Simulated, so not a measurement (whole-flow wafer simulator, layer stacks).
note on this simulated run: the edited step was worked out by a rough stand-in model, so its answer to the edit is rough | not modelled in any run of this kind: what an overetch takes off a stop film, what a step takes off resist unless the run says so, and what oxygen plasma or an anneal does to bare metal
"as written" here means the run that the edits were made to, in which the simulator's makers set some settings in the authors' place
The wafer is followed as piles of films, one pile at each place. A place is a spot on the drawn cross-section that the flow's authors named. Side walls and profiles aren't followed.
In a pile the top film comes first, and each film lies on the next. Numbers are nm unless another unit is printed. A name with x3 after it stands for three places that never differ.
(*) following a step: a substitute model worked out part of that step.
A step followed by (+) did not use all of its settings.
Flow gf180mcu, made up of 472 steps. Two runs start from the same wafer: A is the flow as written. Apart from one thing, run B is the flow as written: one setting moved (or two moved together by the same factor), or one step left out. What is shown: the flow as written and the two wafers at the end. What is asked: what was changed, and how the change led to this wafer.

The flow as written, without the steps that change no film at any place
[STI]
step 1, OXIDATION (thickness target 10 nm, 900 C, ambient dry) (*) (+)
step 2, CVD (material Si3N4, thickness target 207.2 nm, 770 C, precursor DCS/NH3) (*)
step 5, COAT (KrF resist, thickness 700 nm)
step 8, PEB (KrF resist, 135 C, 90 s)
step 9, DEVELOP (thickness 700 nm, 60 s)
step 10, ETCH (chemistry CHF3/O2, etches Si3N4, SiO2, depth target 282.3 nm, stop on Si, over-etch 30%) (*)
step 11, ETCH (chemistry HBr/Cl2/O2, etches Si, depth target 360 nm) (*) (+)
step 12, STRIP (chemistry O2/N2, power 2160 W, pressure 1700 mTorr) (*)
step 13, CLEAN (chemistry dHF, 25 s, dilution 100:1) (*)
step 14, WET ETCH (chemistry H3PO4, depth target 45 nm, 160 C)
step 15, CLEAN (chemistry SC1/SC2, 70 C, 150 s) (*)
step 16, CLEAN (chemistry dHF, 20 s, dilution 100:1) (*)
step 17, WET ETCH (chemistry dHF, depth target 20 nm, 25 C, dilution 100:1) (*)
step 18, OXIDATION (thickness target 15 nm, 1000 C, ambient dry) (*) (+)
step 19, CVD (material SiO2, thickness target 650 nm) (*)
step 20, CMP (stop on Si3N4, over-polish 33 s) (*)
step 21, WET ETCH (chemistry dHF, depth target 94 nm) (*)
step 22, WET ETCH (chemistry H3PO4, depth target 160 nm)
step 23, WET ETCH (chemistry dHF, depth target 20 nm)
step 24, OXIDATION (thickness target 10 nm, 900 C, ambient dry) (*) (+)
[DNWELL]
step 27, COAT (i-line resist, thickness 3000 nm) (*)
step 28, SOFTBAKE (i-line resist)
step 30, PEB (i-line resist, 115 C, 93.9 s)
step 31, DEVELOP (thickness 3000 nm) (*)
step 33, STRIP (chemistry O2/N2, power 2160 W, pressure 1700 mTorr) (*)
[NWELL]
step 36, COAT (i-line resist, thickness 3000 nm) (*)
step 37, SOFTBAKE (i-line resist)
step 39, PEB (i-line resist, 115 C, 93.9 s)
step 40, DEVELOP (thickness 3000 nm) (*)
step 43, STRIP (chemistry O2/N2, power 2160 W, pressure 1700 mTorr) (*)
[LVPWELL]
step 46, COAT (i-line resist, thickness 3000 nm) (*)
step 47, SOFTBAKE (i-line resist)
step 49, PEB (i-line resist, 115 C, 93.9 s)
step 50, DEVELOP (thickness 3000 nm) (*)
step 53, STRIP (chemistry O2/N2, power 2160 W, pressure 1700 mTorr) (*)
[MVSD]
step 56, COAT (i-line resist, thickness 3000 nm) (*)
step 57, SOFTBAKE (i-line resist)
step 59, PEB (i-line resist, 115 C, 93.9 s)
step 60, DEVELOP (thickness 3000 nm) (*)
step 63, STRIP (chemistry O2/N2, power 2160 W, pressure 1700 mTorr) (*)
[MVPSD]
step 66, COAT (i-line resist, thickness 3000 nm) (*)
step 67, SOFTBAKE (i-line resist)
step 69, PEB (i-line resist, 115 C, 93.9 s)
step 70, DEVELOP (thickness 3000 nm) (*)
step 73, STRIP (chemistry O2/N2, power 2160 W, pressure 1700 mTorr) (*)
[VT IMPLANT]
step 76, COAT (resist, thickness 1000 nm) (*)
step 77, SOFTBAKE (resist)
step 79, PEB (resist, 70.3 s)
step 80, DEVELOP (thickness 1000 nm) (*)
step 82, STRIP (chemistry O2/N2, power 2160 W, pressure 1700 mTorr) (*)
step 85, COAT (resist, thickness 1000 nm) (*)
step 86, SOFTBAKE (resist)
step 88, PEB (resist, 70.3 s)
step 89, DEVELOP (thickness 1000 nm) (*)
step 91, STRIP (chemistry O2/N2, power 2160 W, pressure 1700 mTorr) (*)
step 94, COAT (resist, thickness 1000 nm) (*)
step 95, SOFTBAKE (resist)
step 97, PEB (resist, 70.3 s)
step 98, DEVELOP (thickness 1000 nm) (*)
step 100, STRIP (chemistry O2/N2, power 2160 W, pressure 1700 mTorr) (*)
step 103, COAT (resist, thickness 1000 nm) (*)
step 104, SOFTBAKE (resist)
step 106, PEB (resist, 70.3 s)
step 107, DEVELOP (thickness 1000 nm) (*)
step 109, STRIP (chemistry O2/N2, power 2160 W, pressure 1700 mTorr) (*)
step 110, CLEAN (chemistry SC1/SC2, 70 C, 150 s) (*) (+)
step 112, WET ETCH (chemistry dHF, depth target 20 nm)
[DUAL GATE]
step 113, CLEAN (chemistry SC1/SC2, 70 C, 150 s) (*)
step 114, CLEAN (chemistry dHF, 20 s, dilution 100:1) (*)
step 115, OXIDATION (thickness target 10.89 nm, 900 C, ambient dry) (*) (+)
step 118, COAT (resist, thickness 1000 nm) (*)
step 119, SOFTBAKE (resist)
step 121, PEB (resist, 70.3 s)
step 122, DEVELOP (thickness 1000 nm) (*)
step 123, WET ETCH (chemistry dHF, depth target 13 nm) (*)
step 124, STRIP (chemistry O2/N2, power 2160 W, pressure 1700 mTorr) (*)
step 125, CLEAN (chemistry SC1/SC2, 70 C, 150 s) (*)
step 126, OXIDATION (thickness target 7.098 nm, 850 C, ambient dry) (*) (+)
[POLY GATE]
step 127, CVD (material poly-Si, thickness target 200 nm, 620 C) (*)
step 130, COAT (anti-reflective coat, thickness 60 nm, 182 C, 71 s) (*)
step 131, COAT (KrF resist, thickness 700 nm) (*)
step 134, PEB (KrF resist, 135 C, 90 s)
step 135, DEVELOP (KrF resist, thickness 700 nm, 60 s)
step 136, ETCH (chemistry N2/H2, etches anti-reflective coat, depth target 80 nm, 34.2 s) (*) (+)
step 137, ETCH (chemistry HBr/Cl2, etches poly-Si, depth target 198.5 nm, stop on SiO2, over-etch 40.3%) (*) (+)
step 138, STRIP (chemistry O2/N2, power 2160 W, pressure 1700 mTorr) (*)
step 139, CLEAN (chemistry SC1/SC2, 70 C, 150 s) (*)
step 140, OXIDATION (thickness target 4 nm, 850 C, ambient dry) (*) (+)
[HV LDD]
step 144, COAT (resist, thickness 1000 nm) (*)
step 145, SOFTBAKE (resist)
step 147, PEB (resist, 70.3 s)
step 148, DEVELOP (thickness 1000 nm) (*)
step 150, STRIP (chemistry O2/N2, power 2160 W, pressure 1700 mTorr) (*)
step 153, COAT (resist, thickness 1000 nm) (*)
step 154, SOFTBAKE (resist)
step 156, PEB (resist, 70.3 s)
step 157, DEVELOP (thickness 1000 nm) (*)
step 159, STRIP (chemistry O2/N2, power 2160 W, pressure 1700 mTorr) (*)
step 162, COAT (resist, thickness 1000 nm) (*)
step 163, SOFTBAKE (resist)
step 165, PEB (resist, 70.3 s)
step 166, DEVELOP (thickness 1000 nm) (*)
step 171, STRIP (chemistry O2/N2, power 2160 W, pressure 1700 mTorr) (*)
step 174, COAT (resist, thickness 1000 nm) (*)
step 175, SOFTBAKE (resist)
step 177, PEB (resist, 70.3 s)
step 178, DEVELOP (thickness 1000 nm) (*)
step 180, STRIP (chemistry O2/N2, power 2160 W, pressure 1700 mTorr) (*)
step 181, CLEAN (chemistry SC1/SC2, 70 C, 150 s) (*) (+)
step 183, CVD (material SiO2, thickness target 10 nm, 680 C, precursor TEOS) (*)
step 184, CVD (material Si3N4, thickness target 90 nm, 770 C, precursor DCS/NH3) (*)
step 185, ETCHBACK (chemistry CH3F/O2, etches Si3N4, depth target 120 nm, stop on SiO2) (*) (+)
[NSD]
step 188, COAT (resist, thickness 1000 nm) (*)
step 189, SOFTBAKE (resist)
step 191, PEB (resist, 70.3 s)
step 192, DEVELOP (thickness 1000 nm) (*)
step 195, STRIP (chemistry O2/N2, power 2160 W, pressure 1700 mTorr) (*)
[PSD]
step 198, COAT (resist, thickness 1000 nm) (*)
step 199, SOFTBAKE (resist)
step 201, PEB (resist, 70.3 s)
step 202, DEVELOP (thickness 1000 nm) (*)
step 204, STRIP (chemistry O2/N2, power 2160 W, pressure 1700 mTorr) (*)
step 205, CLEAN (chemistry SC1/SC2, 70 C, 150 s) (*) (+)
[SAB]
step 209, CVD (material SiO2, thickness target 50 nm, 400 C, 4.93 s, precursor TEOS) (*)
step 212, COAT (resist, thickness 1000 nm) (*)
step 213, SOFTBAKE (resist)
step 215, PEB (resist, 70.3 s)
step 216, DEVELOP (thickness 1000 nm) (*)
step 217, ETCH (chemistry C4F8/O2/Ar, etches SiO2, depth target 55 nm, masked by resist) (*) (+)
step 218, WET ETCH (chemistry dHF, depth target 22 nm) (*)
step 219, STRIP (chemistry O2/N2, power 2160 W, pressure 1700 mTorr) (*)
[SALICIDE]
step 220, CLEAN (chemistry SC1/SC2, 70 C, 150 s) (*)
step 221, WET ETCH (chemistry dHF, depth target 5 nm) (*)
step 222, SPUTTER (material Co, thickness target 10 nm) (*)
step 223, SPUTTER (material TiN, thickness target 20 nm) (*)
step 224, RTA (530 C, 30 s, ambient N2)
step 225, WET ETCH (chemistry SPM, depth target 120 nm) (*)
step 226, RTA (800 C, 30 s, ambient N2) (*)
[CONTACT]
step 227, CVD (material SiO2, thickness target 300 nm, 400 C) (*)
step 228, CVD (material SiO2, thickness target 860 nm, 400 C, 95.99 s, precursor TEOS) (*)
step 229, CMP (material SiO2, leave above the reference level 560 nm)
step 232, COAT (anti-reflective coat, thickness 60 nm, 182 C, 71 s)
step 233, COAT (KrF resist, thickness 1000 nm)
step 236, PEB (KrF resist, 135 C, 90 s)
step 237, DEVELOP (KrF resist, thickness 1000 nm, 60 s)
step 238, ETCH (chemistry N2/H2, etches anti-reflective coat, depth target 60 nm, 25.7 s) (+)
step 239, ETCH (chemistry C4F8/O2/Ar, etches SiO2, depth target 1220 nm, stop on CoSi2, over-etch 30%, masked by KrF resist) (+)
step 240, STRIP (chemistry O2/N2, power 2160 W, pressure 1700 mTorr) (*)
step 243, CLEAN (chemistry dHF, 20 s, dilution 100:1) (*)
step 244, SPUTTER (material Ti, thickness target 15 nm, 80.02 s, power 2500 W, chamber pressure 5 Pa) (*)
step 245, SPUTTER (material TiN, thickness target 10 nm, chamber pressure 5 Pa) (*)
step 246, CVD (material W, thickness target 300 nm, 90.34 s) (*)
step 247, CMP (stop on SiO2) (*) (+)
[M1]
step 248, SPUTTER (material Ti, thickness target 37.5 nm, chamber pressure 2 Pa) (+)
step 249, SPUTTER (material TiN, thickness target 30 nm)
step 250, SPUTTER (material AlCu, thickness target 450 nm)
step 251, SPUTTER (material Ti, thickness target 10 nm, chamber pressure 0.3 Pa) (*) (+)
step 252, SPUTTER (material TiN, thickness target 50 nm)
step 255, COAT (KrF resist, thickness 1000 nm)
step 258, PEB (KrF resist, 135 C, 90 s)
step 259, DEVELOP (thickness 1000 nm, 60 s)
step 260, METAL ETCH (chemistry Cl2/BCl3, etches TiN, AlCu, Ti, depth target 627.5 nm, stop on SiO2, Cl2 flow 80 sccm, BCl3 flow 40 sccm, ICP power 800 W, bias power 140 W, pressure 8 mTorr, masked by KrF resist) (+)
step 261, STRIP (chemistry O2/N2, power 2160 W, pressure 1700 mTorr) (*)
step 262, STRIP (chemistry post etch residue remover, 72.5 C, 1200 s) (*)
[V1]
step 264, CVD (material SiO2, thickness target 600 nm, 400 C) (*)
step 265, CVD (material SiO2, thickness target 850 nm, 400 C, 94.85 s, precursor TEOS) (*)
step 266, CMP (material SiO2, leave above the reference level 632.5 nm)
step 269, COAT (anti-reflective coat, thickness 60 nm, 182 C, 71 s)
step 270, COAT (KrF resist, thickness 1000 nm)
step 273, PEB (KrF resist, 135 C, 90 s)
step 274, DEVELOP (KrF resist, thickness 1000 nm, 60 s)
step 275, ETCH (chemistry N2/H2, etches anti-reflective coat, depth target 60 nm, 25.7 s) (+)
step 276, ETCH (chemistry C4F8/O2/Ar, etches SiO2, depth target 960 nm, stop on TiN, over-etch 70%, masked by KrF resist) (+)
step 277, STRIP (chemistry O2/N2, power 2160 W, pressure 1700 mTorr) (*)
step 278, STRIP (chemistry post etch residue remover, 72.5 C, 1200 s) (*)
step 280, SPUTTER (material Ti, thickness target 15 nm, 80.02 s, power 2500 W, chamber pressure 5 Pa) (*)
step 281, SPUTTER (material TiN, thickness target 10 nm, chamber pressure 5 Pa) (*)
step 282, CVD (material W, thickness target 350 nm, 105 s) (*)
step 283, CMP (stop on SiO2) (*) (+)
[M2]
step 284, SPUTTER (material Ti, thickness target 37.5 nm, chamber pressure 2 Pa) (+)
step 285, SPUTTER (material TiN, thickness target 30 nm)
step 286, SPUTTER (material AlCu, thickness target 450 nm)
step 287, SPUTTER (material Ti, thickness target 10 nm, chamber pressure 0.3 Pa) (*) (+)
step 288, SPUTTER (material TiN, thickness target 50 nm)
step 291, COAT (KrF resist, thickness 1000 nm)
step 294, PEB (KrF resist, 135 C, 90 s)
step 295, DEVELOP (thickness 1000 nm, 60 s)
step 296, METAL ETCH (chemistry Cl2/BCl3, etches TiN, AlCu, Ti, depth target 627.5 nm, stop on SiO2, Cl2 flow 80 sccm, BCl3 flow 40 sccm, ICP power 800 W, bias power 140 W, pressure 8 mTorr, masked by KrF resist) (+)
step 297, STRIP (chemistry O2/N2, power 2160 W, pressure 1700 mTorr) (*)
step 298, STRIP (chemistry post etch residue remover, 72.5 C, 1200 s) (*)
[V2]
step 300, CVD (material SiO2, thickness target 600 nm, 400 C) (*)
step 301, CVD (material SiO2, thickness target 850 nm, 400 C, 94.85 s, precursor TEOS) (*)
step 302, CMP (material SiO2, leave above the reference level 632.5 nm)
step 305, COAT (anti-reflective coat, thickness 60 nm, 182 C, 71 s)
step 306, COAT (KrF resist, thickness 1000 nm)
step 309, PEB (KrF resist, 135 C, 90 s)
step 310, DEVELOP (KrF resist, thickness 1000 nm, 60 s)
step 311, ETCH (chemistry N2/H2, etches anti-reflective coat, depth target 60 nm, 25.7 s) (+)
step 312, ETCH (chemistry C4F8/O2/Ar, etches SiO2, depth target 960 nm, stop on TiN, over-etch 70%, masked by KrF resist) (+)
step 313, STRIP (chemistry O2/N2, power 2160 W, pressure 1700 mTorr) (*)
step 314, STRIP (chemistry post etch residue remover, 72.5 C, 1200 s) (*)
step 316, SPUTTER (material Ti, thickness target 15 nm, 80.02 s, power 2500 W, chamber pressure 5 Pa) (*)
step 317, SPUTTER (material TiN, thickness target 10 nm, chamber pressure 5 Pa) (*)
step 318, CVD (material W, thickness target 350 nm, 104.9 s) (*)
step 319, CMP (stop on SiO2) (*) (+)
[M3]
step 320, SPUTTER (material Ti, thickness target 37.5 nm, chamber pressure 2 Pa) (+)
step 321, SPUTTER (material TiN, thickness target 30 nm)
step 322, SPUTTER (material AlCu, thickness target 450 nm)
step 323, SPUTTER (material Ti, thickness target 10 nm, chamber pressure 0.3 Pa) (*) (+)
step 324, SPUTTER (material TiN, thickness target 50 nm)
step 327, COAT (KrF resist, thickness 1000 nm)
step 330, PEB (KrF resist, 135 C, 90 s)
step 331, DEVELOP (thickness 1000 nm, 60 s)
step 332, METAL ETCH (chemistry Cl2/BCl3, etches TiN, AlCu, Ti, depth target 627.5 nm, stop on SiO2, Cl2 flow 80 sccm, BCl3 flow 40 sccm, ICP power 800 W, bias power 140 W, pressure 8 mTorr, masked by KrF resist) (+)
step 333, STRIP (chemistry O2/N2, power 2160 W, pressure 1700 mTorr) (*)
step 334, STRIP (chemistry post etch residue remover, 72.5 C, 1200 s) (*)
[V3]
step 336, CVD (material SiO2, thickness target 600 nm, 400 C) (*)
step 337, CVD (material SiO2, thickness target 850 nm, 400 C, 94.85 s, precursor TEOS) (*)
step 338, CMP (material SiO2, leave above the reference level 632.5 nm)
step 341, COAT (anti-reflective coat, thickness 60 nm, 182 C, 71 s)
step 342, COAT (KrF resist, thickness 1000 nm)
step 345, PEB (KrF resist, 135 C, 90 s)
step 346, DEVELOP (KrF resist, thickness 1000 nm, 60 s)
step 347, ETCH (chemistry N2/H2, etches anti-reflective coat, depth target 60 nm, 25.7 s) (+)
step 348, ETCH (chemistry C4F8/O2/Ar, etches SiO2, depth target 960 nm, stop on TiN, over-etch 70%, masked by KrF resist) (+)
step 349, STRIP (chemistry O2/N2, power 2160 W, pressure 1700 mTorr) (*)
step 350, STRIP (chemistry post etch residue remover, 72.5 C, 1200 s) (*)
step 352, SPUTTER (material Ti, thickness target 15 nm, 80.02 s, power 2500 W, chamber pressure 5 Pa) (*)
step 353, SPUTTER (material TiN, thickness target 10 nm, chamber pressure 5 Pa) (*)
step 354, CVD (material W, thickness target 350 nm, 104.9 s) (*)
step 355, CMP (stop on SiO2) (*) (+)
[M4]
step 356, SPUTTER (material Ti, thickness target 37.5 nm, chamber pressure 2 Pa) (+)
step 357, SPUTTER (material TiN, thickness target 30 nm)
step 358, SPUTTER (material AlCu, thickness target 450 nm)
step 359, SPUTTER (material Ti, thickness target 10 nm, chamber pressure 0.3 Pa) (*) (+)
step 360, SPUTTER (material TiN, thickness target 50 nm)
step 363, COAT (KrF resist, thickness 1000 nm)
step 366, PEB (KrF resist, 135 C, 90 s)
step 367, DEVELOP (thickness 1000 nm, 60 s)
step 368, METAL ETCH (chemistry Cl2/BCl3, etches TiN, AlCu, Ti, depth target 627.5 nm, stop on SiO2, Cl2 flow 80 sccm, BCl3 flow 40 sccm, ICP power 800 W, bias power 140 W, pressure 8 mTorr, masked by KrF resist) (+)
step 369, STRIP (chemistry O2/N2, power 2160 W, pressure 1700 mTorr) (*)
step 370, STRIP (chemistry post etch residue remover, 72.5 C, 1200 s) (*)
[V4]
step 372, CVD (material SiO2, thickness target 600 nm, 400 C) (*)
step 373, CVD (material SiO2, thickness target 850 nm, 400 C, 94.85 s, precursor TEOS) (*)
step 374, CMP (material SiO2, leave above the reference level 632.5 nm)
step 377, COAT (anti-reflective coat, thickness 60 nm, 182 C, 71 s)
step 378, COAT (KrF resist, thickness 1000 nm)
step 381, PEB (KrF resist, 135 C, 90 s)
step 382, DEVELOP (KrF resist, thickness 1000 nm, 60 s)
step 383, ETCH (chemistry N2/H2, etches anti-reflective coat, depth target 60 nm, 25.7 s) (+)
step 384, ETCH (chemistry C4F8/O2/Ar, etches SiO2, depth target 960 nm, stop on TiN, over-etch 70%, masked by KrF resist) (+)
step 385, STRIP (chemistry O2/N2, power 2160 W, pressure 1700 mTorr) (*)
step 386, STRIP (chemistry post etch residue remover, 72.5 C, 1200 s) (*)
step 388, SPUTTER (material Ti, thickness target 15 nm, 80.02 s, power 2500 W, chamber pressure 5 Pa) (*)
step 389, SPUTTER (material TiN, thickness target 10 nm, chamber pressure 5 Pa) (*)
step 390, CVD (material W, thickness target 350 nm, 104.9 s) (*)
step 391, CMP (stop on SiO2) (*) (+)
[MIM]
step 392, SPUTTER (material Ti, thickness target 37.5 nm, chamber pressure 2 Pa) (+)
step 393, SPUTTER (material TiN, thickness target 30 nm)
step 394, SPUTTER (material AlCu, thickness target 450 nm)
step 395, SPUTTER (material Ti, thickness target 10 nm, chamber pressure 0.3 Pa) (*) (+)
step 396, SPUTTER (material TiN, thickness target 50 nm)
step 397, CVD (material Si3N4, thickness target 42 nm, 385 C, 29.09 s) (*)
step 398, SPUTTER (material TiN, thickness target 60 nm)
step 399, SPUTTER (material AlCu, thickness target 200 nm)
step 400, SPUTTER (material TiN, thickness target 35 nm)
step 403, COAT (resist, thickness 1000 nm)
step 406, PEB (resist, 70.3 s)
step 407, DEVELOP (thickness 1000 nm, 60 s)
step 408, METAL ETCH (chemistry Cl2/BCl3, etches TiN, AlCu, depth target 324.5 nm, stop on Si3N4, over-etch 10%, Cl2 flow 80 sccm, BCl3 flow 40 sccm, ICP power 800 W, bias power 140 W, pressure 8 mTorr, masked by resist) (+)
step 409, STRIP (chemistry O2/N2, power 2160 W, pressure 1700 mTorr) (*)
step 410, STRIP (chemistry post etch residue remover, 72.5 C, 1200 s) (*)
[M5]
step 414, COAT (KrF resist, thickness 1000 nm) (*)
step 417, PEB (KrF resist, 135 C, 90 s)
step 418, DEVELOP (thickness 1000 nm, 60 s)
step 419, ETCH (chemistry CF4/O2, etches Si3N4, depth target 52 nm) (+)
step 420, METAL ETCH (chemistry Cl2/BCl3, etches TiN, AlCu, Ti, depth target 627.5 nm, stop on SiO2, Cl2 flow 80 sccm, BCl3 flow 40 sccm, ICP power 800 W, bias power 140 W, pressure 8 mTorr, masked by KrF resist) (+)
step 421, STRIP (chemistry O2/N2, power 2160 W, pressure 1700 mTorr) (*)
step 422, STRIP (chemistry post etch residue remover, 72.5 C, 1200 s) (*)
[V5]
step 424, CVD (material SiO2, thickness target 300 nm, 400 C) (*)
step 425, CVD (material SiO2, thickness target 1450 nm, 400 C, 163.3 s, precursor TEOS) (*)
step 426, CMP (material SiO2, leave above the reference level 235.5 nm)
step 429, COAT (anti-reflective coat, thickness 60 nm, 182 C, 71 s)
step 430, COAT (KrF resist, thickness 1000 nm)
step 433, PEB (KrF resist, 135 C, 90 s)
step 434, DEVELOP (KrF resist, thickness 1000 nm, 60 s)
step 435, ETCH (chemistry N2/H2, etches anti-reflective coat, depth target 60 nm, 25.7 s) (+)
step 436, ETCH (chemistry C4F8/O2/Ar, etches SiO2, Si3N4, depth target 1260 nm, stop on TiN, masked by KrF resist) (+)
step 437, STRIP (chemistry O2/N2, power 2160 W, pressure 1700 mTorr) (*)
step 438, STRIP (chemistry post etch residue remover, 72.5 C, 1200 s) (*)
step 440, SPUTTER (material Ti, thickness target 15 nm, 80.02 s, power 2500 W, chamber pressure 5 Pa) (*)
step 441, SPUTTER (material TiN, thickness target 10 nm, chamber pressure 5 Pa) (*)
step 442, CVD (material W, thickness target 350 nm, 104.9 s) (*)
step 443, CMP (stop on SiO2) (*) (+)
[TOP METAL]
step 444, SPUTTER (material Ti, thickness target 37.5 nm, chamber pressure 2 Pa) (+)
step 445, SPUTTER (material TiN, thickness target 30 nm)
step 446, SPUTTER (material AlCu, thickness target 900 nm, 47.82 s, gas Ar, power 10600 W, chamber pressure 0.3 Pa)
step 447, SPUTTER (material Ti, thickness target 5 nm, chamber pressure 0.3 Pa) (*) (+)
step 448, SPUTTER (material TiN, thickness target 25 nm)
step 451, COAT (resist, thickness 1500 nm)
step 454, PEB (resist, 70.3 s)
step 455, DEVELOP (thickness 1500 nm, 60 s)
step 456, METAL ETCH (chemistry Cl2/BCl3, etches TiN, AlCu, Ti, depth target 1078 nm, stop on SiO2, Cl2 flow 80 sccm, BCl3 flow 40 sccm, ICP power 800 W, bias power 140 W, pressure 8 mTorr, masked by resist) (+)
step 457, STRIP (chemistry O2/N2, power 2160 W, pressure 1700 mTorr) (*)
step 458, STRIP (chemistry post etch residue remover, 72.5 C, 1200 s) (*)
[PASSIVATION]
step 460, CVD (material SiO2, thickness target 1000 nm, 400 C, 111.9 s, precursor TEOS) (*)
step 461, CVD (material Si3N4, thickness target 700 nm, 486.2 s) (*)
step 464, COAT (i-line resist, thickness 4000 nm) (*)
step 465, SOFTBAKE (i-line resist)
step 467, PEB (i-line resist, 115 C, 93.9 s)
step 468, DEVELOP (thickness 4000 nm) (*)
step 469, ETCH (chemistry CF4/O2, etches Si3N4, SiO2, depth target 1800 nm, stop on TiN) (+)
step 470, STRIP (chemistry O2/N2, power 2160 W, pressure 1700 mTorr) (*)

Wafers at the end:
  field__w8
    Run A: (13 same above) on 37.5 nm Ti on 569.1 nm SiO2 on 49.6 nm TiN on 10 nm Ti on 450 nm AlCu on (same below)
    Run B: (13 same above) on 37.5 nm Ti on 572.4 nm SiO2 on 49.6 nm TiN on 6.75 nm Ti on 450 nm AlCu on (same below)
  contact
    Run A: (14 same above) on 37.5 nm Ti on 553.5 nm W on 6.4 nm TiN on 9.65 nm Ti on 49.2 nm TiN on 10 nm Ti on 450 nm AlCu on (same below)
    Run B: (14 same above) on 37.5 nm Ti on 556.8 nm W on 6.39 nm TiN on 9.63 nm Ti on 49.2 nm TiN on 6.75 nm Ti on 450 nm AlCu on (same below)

What caused this: step 359, SPUTTER: thickness target 6.75 nm was run, while the flow as written has thickness target 10 nm.
The wafer itself shows it: field__w8 has Ti 6.75, and step 359 as written asks for 10 nm.

Step by step, how the change led to this:
  step 359, SPUTTER (material Ti, thickness target 10 nm, chamber pressure 0.3 Pa) (*) (+)
      field, field__w1, field__w2 and 108 more: A Ti gains 10 (new film) | B Ti gains 6.75 (new film)
  step 368, METAL ETCH (chemistry Cl2/BCl3, etches TiN, AlCu, Ti, depth target 627.5 nm, stop on SiO2, Cl2 flow 80 sccm, BCl3 flow 40 sccm, ICP power 800 W, bias power 140 W, pressure 8 mTorr, masked by KrF resist) (+)
      field, field__w1, field__w2 and 103 more: A TiN loses 50 (all of it), Ti loses 10 (all of it), AlCu loses 450 (all of it), TiN loses 30 (all of it), Ti loses 37.5 (all of it) | B TiN loses 50 (all of it), Ti loses 6.75 (all of it), AlCu loses 450 (all of it), TiN loses 30 (all of it), Ti loses 37.5 (all of it)
